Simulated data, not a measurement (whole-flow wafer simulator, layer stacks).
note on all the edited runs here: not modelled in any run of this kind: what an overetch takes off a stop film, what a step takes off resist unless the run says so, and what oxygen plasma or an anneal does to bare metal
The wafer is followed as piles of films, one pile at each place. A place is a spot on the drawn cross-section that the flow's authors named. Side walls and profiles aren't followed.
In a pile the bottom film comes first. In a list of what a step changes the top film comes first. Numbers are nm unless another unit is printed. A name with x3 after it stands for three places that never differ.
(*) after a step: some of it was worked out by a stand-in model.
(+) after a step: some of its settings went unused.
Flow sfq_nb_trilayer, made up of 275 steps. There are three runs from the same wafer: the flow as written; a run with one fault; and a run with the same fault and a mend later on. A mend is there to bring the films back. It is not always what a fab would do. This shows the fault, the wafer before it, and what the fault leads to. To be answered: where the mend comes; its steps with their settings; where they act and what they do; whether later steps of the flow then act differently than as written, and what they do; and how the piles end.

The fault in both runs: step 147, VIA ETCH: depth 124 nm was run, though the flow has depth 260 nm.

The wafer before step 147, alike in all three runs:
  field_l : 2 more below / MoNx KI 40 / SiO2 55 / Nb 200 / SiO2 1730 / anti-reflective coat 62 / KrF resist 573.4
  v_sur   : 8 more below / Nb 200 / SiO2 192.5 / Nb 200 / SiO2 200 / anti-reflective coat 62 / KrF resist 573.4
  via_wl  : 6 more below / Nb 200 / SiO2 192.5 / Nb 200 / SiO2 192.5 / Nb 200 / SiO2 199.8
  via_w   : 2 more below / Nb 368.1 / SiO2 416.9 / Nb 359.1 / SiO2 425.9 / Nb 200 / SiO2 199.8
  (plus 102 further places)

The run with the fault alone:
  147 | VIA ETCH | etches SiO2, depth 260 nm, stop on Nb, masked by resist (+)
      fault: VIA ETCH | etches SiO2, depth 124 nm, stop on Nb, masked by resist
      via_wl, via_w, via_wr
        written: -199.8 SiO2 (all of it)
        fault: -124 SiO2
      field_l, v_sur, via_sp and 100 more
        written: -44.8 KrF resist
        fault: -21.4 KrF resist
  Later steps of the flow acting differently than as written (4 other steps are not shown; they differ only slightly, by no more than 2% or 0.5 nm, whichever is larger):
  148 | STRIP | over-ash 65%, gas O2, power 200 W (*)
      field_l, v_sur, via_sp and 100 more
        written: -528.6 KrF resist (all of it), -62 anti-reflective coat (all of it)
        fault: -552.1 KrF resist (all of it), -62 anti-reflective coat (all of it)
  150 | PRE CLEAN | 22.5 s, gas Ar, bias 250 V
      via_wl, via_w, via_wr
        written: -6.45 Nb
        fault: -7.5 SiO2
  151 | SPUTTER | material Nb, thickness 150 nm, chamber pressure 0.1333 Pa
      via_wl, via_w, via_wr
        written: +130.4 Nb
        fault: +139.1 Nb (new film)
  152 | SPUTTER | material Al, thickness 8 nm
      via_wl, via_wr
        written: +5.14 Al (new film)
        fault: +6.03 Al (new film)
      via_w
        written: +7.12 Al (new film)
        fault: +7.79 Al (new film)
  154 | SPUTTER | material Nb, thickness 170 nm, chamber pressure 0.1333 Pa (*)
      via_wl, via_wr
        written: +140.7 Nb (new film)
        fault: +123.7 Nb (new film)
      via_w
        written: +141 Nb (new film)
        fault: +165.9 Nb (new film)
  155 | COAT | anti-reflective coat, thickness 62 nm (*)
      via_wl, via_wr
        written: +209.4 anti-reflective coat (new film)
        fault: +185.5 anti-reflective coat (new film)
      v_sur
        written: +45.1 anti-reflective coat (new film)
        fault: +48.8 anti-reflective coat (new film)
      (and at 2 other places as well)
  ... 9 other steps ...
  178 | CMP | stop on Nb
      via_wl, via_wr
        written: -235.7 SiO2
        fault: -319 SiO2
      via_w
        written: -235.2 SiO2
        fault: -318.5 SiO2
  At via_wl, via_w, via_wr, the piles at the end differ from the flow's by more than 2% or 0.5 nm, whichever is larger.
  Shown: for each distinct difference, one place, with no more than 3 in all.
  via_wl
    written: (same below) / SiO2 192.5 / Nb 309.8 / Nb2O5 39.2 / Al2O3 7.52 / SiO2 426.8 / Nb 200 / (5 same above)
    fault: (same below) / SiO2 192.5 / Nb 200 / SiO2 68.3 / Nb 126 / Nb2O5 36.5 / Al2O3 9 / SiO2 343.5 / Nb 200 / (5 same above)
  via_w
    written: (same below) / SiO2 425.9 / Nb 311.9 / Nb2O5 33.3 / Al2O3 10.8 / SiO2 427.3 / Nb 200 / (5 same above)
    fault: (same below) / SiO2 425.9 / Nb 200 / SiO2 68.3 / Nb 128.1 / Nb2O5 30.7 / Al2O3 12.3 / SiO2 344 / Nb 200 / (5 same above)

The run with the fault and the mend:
  After step 147 comes the mend.
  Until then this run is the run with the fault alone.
  147a | VIA ETCH | etches SiO2, depth 136 nm, stop on Nb, masked by resist (+) (a further turn of the flow's step 147, with different settings)
      field_l, v_sur, via_sp and 100 more
        -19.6 KrF resist
      via_wl, via_w, via_wr
        -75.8 SiO2 (all of it)
  None of the later steps of the flow differs from how it acts as written, at any place that is followed, by more than 2% or 0.5 nm, whichever is larger.
  The piles end the same as the flow's at every place that both follow.
